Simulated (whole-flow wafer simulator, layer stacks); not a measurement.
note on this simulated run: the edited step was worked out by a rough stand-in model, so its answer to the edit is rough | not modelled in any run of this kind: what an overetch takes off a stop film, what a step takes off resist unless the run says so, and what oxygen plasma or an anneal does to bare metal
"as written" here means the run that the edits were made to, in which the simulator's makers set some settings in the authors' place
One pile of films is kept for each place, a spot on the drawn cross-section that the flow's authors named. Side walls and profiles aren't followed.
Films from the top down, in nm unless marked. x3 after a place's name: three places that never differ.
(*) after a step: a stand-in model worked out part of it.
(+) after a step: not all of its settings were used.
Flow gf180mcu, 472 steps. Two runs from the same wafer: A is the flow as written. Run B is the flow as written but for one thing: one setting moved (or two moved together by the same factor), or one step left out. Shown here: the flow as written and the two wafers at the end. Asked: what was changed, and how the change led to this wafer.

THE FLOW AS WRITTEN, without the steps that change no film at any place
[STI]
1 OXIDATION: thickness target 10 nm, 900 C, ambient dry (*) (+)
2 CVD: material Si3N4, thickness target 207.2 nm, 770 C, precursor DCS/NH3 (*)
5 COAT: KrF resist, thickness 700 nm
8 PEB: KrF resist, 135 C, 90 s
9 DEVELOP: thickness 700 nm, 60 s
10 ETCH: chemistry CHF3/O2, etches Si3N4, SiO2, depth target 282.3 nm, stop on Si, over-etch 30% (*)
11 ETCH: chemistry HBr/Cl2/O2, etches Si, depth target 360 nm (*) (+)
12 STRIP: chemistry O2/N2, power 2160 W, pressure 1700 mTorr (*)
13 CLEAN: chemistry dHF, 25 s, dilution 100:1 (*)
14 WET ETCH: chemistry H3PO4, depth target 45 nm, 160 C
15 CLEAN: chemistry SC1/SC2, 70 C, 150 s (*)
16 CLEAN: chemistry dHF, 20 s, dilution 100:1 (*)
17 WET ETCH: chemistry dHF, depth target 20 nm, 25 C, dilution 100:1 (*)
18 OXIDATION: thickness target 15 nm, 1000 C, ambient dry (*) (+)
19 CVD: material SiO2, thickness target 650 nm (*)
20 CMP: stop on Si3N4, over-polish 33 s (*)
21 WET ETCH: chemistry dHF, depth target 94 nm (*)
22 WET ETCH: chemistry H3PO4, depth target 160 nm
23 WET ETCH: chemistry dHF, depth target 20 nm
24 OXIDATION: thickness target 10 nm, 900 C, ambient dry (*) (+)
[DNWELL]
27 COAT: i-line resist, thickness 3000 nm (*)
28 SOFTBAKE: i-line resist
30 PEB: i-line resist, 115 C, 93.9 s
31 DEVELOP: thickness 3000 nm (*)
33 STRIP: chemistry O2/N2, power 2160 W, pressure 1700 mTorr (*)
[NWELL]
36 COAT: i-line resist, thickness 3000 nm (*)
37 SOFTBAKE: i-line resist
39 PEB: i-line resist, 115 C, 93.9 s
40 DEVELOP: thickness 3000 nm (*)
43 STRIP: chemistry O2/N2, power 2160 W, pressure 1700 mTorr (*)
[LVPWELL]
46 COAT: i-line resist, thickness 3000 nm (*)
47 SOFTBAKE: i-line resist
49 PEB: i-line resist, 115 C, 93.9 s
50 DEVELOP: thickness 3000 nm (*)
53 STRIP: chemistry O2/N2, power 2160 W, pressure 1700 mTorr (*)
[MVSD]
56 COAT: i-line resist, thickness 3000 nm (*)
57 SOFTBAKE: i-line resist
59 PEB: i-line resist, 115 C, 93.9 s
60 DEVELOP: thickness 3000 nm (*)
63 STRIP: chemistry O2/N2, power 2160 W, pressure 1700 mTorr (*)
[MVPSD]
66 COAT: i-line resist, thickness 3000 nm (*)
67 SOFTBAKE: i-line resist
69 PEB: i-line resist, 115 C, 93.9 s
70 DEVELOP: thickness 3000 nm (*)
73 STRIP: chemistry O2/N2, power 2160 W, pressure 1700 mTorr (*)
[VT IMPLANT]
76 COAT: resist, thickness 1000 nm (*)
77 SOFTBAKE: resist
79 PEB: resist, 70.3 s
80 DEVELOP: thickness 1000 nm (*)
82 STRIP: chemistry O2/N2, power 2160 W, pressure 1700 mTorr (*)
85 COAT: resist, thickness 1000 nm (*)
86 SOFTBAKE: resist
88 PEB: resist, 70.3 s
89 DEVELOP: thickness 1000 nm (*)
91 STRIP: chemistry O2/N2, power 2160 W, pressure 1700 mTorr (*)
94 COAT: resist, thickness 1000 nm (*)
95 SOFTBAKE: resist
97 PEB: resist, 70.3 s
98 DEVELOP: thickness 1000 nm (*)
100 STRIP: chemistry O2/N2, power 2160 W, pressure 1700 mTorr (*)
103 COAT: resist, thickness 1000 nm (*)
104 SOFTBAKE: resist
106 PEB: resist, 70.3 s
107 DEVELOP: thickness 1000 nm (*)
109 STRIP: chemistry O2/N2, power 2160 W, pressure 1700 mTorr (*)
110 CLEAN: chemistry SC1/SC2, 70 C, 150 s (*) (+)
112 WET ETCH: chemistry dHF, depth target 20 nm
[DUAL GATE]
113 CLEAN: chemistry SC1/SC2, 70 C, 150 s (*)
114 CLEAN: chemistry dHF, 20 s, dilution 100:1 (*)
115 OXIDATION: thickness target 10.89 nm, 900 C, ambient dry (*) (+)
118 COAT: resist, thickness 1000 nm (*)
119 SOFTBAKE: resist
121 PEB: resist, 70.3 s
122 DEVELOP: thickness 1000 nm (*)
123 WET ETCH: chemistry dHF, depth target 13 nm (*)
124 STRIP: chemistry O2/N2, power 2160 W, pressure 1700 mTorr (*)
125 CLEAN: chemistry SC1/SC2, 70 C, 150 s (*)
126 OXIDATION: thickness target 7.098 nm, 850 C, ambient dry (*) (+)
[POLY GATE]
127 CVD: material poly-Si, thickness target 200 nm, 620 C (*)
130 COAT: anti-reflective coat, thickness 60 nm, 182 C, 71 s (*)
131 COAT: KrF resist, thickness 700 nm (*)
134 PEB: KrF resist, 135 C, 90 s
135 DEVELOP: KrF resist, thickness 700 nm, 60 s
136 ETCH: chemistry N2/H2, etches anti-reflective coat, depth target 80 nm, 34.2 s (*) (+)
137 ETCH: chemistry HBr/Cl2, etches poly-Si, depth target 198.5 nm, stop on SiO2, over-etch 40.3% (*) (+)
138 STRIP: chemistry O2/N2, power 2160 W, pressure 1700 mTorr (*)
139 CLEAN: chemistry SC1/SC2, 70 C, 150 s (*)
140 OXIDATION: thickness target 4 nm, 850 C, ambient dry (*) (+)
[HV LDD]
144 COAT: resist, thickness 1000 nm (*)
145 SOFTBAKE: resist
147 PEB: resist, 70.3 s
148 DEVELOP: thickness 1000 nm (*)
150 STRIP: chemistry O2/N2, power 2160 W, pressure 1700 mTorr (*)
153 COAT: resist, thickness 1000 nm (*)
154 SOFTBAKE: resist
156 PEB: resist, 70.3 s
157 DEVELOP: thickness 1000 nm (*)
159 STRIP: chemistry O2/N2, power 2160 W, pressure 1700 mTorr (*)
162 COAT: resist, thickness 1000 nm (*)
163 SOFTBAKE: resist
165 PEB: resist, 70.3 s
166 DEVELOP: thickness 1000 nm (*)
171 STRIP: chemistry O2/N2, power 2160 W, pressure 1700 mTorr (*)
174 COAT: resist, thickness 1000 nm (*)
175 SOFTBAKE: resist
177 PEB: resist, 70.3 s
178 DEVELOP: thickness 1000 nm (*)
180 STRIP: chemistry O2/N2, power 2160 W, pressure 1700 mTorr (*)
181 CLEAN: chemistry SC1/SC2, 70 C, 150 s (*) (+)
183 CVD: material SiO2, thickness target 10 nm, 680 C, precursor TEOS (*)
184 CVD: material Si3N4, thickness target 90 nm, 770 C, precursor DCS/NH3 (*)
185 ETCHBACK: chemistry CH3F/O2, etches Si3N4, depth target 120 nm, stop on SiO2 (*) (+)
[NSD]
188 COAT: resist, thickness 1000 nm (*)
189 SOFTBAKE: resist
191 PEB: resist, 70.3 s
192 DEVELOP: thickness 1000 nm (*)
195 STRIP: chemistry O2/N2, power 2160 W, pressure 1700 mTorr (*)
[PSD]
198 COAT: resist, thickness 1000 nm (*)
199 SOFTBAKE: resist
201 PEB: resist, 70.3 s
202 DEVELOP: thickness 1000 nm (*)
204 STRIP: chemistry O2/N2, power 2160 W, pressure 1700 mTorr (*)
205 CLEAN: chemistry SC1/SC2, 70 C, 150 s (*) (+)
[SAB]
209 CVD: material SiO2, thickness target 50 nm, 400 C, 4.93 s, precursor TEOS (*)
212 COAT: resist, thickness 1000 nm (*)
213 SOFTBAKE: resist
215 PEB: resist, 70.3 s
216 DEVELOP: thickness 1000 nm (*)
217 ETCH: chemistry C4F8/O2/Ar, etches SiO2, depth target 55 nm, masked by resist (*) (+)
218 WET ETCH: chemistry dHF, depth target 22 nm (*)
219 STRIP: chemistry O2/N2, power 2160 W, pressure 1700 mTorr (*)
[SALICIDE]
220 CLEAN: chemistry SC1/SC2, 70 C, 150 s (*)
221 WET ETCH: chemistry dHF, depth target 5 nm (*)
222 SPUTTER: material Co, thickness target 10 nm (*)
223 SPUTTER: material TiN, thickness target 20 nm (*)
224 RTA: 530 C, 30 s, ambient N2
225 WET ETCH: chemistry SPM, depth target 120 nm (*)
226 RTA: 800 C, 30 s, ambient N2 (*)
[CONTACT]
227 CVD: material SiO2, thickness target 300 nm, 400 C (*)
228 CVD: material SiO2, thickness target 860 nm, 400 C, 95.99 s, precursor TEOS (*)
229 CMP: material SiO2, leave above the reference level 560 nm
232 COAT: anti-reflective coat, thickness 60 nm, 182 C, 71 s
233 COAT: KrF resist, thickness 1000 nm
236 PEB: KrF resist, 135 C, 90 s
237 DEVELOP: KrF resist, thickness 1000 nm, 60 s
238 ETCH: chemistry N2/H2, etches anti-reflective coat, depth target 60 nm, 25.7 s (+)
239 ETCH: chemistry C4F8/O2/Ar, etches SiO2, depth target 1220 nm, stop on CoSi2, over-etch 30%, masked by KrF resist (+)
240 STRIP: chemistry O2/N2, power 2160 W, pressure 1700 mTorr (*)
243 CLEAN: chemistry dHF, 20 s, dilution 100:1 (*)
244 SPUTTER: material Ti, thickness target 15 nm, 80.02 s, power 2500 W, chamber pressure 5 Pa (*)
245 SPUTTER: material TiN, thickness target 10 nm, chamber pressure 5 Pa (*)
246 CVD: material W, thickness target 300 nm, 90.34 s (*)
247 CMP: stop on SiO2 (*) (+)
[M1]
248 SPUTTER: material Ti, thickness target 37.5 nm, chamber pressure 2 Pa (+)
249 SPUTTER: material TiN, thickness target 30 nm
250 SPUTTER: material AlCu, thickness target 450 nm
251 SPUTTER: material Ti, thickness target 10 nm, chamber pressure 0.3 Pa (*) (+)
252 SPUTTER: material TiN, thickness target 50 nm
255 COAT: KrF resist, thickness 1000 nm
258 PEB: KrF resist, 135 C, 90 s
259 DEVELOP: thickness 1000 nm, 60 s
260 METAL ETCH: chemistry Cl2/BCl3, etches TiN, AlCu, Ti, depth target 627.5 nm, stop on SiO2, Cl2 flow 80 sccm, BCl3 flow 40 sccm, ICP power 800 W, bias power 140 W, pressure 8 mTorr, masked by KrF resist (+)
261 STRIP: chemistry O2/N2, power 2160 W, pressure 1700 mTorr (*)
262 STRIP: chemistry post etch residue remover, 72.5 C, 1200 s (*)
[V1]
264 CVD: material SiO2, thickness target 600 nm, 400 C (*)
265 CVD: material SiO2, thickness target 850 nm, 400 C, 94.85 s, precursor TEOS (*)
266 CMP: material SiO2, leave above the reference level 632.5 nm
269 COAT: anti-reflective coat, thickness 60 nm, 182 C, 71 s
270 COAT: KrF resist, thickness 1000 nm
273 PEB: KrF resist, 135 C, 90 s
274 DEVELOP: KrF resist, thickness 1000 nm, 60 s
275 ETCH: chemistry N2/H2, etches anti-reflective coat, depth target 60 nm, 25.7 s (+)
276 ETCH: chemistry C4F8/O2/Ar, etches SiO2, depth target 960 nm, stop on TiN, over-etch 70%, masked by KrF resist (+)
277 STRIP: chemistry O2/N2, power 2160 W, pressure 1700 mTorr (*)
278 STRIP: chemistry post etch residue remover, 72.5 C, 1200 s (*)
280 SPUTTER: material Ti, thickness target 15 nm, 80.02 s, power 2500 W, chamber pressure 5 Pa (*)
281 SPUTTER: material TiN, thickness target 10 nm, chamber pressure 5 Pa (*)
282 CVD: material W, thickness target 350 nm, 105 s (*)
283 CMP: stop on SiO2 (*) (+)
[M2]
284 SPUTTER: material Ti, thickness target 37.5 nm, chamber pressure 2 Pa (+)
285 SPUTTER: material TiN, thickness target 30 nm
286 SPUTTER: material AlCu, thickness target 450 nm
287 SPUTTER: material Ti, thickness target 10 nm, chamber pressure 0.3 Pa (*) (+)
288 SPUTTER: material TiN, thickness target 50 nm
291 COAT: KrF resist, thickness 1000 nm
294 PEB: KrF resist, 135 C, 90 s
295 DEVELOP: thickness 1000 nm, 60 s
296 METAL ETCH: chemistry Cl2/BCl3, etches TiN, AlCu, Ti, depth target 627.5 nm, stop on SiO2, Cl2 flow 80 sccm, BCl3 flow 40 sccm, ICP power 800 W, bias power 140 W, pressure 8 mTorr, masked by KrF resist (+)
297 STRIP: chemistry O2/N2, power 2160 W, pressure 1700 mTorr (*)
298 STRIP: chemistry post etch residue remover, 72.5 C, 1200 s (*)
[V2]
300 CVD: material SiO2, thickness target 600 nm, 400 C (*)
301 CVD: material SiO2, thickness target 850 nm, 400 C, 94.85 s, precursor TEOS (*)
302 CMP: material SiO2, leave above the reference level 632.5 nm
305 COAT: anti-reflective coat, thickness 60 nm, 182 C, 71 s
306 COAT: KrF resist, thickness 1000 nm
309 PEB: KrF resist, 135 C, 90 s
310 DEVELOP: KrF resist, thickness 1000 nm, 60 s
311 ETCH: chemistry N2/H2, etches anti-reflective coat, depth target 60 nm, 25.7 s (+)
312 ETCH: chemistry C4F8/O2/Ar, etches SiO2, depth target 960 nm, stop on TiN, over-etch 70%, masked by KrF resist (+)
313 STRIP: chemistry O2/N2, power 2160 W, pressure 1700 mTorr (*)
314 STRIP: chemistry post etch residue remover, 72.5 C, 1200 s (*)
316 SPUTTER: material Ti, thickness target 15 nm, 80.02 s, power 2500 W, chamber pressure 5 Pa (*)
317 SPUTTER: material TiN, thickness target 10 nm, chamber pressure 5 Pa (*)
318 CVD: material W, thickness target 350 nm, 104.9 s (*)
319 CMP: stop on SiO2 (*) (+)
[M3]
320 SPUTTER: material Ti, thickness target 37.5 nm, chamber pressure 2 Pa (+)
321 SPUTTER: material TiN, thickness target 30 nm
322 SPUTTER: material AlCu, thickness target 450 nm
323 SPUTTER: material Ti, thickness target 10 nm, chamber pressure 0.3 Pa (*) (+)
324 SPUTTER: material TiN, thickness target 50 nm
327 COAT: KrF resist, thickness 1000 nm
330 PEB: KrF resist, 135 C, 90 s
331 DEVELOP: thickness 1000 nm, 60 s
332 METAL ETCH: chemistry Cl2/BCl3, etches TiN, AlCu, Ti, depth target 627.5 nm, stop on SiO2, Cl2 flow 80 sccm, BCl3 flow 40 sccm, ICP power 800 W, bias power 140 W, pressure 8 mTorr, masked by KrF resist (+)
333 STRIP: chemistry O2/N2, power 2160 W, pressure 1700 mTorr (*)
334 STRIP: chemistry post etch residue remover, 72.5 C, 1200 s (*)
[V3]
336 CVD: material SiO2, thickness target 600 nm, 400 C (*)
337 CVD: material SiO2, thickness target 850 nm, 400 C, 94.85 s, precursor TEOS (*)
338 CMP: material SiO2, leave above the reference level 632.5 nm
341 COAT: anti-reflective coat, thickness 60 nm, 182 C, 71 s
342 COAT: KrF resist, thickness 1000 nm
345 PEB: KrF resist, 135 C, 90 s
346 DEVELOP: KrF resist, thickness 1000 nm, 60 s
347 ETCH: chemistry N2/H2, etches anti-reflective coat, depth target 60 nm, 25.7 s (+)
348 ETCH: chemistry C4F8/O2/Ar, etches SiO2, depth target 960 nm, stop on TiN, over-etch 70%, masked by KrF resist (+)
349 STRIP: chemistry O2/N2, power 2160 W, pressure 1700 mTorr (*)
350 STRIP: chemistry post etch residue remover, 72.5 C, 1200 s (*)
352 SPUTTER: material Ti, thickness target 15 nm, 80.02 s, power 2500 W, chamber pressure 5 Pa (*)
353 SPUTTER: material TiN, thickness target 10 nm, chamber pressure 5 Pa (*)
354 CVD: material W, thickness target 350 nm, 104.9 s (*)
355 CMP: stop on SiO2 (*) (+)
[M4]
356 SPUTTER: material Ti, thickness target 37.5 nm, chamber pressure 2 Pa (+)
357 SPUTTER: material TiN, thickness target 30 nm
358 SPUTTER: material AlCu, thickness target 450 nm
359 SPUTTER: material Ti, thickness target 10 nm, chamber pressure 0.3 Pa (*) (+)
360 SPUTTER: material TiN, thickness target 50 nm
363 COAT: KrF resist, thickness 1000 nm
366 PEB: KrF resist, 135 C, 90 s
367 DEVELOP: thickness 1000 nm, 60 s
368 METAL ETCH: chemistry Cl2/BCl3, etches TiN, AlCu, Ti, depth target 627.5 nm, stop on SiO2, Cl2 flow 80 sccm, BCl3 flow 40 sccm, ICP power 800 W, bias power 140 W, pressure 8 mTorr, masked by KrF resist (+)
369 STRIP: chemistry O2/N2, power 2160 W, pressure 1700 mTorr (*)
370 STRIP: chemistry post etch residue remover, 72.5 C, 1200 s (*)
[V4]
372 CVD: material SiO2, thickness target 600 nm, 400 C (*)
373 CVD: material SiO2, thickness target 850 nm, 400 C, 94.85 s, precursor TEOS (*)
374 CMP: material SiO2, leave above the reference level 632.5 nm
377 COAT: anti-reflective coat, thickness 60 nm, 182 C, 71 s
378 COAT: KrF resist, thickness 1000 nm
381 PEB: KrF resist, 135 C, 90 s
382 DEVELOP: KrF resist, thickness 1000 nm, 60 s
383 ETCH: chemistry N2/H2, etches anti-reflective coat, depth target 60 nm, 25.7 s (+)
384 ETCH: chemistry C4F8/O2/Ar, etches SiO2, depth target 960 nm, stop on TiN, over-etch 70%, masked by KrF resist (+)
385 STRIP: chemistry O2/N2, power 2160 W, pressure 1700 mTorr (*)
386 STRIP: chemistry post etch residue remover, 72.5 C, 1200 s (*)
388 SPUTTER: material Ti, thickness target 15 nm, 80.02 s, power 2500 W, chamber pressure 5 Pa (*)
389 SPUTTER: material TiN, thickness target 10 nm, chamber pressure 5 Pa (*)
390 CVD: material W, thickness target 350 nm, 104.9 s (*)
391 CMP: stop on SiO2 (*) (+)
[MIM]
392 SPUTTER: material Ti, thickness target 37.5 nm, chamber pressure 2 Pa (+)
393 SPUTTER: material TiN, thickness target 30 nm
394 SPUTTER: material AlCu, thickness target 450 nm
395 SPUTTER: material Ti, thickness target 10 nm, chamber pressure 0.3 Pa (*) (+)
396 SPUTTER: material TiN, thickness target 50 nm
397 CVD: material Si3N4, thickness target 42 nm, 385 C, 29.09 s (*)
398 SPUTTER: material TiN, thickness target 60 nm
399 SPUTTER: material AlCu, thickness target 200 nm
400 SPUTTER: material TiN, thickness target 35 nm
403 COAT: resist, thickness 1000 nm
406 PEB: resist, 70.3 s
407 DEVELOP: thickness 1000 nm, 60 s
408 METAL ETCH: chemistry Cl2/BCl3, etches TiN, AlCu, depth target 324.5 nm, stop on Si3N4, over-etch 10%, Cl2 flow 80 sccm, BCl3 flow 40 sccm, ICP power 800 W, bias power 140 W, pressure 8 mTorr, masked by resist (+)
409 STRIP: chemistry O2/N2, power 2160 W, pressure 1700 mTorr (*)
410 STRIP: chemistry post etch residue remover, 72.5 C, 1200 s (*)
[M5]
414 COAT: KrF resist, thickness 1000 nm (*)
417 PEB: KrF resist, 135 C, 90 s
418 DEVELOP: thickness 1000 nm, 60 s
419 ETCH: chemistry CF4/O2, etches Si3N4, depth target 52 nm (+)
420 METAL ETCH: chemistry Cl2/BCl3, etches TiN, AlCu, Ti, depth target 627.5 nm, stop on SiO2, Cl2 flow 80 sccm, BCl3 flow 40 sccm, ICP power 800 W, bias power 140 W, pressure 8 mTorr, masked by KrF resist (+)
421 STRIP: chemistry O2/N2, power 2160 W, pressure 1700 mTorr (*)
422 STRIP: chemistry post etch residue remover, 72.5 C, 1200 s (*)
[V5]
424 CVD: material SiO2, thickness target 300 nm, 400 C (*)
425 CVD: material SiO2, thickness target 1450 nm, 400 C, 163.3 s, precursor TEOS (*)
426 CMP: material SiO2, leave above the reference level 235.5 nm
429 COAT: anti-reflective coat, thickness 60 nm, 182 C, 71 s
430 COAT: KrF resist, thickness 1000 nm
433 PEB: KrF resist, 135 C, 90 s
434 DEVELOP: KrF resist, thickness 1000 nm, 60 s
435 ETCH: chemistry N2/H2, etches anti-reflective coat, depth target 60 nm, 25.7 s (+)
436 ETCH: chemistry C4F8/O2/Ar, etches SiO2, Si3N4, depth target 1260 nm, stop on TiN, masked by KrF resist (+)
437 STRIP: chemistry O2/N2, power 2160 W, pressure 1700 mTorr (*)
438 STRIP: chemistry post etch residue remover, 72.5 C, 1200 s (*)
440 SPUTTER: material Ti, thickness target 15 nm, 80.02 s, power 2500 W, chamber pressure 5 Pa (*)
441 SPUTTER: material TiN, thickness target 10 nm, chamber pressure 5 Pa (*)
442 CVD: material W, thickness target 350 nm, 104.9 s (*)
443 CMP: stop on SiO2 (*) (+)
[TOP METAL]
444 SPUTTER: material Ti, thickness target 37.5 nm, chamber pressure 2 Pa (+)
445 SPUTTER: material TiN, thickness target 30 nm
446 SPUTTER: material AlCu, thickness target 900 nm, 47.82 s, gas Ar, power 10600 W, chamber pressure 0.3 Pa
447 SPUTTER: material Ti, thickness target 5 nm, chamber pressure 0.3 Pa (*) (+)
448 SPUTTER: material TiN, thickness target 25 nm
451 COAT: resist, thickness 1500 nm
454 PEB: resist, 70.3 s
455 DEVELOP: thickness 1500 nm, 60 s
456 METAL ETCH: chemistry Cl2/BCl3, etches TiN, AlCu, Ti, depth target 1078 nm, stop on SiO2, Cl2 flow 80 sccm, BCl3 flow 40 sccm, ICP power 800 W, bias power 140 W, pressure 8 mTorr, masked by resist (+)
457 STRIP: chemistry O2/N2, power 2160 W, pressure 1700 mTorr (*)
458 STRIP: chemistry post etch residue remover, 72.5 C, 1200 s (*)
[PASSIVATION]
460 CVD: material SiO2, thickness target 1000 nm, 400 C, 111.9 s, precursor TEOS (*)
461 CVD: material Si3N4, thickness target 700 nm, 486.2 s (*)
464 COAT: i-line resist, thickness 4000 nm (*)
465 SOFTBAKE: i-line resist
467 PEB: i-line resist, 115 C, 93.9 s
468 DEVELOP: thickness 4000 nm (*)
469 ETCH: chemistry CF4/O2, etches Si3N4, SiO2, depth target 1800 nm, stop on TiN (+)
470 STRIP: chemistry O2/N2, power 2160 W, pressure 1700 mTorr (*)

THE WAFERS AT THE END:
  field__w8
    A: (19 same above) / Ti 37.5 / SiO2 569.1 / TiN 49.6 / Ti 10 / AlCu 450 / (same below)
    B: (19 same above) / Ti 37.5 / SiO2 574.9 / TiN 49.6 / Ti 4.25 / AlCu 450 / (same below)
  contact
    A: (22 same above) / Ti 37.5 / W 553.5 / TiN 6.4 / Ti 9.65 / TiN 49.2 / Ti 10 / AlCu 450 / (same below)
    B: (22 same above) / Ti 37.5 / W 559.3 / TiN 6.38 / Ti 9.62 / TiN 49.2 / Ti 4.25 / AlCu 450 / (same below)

The cause: step 323, SPUTTER: thickness target 4.25 nm was run, where the flow has thickness target 10 nm.
It can be read off the wafer: field__w8 has Ti 4.25, and step 323 as written asks for 10 nm.

How the change led to this, step by step:
  323 SPUTTER: material Ti, thickness target 10 nm, chamber pressure 0.3 Pa (*) (+)
      field, field__w1, field__w2 and 108 more: A Ti +10 (new film) | B Ti +4.25 (new film)
  332 METAL ETCH: chemistry Cl2/BCl3, etches TiN, AlCu, Ti, depth target 627.5 nm, stop on SiO2, Cl2 flow 80 sccm, BCl3 flow 40 sccm, ICP power 800 W, bias power 140 W, pressure 8 mTorr, masked by KrF resist (+)
      field, field__w1, field__w2 and 103 more: A TiN -50 (all of it), Ti -10 (all of it), AlCu -450 (all of it), TiN -30 (all of it), Ti -37.5 (all of it) | B TiN -50 (all of it), Ti -4.25 (all of it), AlCu -450 (all of it), TiN -30 (all of it), Ti -37.5 (all of it)
